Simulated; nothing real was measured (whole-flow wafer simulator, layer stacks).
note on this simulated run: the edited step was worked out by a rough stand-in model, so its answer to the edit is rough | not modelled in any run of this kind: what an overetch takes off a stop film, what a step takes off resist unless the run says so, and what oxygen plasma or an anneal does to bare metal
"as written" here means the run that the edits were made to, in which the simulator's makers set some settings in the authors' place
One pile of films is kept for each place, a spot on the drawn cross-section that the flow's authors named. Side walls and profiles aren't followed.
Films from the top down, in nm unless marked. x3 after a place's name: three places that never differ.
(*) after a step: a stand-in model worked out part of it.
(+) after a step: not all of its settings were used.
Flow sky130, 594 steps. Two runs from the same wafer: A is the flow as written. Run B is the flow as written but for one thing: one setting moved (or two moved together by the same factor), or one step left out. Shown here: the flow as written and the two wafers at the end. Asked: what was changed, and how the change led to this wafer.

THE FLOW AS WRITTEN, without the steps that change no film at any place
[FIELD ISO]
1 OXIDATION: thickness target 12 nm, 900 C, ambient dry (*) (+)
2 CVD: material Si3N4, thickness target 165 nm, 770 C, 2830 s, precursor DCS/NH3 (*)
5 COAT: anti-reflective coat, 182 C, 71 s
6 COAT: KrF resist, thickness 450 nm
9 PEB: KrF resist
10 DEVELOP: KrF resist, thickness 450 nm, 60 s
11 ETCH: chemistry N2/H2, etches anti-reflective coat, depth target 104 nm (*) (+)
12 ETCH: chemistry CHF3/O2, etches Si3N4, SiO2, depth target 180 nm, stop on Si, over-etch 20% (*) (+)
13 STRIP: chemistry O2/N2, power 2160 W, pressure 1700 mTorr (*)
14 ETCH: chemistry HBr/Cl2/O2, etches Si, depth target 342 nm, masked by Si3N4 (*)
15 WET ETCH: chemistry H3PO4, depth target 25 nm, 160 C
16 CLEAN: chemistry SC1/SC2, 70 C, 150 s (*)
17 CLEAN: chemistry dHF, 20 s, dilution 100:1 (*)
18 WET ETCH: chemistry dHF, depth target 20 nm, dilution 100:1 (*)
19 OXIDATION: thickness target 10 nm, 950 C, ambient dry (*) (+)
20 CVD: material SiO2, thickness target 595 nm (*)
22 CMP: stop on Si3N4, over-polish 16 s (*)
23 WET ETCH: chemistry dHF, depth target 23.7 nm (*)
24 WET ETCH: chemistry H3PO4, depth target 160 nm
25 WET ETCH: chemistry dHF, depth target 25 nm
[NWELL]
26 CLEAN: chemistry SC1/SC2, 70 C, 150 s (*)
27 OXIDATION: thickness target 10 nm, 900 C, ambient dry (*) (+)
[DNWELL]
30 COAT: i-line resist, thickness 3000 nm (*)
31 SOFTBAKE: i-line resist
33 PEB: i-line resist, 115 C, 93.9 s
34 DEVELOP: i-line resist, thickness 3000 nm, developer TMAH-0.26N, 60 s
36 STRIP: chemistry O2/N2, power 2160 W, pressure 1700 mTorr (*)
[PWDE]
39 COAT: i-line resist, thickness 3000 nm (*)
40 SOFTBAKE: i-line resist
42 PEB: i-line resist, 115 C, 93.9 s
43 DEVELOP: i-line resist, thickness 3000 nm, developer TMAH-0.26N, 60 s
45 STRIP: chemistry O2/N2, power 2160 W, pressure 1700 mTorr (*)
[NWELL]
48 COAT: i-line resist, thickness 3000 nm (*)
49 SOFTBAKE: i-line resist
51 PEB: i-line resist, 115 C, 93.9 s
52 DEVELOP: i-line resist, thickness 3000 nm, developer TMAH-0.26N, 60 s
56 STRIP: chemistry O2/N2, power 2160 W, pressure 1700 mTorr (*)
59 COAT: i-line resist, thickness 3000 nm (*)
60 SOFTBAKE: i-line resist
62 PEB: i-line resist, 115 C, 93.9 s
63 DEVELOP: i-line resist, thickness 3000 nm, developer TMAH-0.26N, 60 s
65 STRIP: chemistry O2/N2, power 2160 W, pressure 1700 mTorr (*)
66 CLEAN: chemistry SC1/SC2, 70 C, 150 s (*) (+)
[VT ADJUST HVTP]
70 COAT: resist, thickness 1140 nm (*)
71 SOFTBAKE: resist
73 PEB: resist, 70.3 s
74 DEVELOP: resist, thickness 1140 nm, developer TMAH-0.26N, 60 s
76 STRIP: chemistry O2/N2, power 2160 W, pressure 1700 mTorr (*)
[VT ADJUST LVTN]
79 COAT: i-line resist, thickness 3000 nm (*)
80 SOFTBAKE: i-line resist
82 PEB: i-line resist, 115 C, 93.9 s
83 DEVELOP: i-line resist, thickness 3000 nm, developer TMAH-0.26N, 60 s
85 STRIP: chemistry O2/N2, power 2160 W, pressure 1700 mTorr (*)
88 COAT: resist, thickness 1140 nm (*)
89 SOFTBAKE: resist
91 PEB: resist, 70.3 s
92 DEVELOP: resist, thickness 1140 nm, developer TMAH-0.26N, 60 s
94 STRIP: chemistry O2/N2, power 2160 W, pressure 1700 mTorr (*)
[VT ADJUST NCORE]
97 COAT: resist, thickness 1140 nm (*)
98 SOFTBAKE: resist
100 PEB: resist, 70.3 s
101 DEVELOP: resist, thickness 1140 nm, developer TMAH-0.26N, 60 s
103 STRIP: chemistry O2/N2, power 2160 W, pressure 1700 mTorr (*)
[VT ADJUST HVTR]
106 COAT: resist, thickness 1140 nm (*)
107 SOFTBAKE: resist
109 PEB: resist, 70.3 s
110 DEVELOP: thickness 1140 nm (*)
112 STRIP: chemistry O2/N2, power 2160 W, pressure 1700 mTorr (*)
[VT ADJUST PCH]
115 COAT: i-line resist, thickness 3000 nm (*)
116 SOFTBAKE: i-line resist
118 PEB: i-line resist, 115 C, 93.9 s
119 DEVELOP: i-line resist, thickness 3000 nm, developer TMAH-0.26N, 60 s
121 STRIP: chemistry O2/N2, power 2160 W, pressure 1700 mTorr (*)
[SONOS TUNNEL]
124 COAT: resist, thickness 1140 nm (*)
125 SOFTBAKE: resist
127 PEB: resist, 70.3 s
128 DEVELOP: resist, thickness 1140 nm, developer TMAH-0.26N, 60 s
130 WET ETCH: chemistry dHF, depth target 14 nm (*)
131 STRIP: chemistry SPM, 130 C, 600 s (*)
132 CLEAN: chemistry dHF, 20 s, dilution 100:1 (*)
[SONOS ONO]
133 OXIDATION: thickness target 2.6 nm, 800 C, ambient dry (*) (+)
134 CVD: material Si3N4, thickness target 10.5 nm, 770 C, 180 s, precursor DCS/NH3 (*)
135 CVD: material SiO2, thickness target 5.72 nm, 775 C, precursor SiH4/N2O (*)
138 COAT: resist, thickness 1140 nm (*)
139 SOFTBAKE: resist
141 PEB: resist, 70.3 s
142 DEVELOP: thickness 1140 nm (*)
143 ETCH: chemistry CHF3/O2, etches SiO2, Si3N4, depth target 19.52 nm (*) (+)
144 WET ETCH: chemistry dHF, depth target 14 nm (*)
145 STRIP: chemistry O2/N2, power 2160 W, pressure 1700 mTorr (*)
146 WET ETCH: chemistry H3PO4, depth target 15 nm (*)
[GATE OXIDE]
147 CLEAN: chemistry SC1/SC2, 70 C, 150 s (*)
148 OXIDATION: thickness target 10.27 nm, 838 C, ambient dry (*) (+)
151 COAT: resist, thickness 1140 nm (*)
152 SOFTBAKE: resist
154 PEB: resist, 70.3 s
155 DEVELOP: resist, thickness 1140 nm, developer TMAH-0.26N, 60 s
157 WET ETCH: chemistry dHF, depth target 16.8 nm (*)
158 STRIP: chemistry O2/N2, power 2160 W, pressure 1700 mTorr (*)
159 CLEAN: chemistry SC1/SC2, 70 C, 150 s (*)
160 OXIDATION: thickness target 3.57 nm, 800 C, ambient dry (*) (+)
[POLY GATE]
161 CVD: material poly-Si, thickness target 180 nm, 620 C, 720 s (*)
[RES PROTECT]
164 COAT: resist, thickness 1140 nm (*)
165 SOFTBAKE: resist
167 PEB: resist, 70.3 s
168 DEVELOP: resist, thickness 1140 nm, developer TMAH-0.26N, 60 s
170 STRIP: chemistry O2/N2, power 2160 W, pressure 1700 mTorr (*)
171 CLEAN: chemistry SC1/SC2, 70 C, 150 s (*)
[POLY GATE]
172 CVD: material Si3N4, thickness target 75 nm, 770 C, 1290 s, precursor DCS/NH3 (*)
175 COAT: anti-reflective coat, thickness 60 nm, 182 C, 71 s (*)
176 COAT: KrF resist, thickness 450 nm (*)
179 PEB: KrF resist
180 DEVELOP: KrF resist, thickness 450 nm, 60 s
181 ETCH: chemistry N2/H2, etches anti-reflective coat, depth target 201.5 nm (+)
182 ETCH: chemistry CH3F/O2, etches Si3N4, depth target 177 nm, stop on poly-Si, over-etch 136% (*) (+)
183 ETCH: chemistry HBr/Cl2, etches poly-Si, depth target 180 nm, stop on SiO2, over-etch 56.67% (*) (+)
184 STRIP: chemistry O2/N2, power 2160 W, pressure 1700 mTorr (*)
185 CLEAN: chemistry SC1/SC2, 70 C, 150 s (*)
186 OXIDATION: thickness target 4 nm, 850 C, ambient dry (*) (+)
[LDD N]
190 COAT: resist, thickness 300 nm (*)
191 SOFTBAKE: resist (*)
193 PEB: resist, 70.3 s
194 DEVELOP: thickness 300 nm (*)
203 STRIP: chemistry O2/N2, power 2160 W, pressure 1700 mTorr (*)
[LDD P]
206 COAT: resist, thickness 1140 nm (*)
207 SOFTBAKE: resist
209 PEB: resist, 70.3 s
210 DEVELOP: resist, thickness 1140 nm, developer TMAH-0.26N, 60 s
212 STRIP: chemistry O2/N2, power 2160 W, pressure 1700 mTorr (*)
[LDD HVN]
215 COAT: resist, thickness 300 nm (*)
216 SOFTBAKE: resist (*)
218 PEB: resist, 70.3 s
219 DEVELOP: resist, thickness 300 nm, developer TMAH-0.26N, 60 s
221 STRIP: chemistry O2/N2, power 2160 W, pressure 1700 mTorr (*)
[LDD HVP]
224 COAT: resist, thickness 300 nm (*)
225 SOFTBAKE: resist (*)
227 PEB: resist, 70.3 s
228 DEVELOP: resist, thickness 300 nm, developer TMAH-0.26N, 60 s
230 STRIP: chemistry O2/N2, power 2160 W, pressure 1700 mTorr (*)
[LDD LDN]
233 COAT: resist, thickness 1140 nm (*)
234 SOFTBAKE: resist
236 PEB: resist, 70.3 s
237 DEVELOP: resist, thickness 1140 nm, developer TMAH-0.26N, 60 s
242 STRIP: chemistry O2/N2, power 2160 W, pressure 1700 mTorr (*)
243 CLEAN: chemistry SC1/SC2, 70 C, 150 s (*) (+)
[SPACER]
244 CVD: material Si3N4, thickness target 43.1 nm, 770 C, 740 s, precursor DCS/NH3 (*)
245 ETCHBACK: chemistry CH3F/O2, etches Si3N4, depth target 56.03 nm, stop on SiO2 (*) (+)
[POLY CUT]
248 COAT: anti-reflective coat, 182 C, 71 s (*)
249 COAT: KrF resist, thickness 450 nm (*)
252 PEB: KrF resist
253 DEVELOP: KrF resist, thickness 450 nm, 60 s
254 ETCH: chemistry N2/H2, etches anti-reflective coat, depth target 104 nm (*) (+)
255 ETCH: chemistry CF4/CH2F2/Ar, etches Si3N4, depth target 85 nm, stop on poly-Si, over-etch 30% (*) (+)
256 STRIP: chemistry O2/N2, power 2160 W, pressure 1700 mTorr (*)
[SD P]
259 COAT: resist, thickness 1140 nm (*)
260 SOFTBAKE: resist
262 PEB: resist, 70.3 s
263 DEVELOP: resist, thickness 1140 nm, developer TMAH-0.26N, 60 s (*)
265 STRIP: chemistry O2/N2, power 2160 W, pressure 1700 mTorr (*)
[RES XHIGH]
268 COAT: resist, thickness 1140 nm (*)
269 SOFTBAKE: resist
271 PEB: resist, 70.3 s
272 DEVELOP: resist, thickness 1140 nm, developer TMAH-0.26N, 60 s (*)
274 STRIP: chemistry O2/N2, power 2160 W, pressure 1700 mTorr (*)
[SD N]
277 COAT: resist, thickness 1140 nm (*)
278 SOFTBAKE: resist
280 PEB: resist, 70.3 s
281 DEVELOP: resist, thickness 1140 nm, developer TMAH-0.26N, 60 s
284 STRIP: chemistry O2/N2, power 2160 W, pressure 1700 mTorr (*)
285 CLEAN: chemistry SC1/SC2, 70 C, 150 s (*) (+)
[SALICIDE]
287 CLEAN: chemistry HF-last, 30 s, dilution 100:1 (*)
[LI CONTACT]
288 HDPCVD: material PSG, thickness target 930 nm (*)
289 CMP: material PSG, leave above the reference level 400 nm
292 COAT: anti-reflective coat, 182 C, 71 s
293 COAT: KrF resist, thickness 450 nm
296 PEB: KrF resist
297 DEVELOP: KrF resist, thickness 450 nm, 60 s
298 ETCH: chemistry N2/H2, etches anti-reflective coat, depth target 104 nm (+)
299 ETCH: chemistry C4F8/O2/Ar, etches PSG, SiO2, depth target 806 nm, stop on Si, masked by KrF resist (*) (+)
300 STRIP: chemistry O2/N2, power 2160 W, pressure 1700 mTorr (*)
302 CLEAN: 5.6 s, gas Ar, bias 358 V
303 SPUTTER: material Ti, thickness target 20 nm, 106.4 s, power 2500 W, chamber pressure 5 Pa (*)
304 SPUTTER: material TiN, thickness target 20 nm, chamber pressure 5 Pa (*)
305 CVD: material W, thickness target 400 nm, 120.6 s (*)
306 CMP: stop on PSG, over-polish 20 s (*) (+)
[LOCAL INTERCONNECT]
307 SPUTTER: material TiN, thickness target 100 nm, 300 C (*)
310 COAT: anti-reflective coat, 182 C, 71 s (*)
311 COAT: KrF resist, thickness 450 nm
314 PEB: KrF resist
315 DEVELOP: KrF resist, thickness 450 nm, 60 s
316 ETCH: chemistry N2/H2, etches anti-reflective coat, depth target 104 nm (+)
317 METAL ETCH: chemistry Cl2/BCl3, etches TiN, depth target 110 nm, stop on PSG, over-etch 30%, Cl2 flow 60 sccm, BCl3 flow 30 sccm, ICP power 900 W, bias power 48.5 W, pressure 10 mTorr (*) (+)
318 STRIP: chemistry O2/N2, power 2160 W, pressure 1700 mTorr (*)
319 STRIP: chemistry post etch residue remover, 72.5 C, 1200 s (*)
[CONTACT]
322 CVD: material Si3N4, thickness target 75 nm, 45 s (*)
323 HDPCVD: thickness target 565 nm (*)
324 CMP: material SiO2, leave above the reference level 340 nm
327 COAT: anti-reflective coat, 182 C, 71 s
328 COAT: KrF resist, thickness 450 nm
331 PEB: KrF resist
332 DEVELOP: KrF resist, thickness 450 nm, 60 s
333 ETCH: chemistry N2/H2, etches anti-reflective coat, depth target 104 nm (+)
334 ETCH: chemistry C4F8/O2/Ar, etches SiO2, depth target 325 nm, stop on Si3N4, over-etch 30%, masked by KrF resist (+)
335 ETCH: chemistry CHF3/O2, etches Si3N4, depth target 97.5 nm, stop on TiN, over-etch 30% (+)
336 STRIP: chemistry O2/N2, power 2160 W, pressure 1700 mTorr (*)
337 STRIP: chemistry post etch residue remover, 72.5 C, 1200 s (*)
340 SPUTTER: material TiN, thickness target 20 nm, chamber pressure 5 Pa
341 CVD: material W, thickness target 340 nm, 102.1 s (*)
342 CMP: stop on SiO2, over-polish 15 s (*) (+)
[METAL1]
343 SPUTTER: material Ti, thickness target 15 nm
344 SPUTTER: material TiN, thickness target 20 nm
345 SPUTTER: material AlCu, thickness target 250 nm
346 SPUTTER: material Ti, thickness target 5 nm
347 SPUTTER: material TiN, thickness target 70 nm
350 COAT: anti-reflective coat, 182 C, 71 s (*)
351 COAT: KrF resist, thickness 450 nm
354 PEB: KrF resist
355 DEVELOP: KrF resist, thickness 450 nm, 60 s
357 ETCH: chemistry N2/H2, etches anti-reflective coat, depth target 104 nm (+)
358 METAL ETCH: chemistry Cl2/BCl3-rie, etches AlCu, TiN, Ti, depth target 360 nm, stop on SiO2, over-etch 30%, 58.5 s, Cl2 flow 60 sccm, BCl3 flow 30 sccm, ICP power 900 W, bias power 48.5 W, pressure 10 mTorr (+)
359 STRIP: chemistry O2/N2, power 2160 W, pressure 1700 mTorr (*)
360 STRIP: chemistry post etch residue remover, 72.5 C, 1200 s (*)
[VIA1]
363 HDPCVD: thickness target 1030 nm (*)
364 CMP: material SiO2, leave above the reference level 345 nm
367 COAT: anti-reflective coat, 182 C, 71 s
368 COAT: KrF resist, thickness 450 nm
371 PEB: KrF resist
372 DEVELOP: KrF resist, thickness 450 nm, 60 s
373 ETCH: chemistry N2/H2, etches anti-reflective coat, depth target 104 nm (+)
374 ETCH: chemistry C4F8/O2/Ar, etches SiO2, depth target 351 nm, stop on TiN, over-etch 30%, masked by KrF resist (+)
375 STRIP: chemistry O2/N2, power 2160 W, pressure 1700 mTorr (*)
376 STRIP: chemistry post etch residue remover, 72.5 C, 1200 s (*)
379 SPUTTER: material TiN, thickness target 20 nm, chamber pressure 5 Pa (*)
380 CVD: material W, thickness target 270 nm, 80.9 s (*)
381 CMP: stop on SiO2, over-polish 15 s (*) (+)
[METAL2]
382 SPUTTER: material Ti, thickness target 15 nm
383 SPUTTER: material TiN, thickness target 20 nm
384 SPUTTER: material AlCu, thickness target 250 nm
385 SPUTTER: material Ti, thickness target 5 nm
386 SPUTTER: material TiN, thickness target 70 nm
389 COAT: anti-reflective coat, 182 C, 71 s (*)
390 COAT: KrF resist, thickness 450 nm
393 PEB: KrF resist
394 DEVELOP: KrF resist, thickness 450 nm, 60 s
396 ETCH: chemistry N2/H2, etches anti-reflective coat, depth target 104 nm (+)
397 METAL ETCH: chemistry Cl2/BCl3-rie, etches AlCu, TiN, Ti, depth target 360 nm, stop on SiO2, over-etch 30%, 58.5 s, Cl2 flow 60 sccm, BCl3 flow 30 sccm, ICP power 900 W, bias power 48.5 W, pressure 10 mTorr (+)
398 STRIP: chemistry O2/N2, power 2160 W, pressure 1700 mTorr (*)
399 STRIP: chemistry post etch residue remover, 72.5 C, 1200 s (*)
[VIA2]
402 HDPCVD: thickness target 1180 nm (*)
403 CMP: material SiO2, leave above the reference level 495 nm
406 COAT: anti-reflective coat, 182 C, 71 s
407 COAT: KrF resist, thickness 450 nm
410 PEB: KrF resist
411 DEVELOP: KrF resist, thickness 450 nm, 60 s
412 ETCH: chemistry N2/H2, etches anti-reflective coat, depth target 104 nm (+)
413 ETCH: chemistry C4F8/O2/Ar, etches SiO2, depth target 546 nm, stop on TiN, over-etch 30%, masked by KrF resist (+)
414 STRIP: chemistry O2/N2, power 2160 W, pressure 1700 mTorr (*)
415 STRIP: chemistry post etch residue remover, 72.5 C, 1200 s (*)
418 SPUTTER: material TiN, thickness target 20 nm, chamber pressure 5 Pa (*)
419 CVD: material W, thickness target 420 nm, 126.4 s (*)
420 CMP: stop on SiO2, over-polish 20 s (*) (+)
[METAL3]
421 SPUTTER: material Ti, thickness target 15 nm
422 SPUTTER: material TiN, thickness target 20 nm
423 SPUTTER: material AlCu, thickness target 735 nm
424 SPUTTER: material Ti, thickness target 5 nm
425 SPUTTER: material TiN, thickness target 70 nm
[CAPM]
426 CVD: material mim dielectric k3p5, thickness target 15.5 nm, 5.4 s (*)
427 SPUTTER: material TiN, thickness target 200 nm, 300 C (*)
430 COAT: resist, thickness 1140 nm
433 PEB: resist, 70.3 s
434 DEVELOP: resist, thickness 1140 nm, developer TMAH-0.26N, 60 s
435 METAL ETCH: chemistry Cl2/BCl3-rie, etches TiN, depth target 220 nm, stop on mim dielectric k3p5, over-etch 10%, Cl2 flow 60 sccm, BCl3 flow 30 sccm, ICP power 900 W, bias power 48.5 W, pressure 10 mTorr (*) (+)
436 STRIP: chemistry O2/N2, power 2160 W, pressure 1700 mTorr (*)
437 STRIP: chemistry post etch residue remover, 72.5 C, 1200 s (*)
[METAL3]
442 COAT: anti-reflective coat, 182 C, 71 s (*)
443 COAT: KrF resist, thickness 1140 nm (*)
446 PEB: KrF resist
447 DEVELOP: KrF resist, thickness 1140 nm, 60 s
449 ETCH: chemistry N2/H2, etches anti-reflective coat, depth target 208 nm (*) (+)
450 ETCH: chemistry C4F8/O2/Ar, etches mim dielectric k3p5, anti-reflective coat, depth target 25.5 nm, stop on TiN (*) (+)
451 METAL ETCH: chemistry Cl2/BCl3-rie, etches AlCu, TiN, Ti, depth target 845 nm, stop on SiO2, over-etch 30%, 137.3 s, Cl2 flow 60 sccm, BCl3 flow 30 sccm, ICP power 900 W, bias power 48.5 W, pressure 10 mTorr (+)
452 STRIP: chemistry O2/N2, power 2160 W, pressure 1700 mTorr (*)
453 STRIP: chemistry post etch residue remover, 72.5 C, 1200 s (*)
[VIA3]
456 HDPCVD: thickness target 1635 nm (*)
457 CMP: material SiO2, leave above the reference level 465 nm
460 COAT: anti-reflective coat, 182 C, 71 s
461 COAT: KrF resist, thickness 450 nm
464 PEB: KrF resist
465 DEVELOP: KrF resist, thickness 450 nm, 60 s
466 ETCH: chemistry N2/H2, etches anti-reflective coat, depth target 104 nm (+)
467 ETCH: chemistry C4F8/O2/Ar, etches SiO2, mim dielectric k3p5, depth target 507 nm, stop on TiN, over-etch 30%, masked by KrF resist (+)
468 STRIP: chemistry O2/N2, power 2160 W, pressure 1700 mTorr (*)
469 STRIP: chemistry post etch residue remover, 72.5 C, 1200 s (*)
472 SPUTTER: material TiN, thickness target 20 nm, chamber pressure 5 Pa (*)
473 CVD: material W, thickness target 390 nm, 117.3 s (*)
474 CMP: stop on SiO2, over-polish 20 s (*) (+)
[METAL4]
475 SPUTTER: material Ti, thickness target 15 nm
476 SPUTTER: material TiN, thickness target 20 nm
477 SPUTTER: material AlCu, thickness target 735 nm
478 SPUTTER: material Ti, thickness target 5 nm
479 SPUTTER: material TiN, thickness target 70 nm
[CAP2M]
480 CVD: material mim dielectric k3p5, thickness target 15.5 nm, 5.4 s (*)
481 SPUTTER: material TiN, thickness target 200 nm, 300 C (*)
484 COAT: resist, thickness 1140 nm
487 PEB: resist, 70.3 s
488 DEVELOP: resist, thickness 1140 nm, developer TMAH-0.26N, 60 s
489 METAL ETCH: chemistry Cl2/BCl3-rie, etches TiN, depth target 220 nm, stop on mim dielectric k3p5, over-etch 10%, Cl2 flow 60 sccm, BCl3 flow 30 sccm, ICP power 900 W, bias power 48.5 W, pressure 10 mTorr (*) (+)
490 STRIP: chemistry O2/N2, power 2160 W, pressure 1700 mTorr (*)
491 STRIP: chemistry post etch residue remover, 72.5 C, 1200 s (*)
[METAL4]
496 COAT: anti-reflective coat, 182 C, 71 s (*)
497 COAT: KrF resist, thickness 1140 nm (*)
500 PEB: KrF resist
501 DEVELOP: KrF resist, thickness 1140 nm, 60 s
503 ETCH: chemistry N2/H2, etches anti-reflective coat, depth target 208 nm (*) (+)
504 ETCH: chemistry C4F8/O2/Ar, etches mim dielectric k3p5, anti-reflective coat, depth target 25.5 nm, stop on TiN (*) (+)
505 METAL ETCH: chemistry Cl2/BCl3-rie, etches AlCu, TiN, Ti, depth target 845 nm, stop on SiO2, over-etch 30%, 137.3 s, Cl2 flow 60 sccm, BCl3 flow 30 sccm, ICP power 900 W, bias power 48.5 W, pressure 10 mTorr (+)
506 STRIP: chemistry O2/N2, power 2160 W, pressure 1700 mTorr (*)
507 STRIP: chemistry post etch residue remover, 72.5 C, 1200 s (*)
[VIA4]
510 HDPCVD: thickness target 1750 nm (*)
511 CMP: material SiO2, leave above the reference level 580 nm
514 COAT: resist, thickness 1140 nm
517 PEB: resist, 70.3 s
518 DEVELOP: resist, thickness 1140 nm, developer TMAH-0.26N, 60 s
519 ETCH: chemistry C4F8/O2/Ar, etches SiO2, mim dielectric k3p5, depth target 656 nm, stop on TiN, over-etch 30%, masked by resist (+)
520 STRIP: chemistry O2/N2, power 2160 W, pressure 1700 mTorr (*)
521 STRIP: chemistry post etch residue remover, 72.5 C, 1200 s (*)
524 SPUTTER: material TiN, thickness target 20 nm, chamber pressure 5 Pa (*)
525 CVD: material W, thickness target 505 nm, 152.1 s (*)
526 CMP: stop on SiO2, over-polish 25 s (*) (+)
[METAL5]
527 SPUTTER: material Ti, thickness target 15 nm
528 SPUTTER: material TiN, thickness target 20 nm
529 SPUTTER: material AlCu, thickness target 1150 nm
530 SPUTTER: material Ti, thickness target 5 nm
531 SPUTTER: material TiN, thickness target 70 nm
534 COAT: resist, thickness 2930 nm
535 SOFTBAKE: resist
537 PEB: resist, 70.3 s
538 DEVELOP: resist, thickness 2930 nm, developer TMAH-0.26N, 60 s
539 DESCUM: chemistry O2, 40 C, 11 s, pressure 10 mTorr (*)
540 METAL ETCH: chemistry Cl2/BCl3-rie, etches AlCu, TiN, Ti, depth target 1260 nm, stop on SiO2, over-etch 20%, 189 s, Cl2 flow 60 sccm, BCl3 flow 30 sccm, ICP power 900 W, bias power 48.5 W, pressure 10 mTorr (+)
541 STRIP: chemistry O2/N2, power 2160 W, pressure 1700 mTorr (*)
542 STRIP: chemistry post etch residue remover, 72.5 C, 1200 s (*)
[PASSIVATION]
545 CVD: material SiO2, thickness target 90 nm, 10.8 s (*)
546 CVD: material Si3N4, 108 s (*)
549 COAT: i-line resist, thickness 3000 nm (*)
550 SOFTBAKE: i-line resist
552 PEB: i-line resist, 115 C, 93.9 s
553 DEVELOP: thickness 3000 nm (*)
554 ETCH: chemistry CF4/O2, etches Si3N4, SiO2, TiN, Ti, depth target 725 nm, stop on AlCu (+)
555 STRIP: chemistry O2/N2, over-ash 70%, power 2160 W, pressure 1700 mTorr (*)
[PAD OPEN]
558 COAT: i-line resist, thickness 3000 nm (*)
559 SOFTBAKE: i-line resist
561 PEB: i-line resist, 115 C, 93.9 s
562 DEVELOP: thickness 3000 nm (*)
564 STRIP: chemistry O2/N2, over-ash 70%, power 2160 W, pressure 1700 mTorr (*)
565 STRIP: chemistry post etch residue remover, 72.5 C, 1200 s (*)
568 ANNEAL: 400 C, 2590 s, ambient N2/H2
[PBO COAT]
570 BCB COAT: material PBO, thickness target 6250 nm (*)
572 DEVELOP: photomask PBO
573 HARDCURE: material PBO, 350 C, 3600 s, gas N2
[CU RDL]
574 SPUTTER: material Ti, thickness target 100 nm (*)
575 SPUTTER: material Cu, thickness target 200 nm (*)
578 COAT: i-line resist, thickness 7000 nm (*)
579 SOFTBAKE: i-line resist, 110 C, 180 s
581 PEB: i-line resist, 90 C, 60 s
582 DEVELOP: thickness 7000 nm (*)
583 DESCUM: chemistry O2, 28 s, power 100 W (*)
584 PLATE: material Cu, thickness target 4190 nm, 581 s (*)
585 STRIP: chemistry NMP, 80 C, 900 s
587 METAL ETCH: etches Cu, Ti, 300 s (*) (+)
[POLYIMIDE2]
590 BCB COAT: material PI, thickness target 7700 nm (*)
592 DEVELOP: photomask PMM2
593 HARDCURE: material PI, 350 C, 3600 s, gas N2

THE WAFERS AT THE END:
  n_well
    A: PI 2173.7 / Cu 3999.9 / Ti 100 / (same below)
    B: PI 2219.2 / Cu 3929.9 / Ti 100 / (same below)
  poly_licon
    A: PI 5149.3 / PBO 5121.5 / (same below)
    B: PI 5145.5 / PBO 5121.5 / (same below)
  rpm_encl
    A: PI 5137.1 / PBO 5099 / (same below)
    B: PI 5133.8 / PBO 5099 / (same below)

The cause: step 575, SPUTTER: thickness target 130 nm was run, where the flow has thickness target 200 nm.

How the change led to this, step by step:
  575 SPUTTER: material Cu, thickness target 200 nm (*)
      field, active, n_well and 190 more: A Cu +200 (new film) | B Cu +130 (new film)
  587 METAL ETCH: etches Cu, Ti, 300 s (*) (+)
      field, active, gate and 167 more: A Cu -200 (all of it), Ti -100 (all of it) | B Cu -130 (all of it), Ti -100 (all of it)
  590 BCB COAT: material PI, thickness target 7700 nm (*)
      n_well, p_well, sd_n, sd_p: A PI +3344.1 (new film) | B PI +3414.1 (new film)
      de16_gate_nw: A PI +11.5 um (new film) | B PI +11.44 um (new film)
  593 HARDCURE: material PI, 350 C, 3600 s, gas N2
      n_well, p_well, sd_n, sd_p: A PI -1170.4 | B PI -1194.9
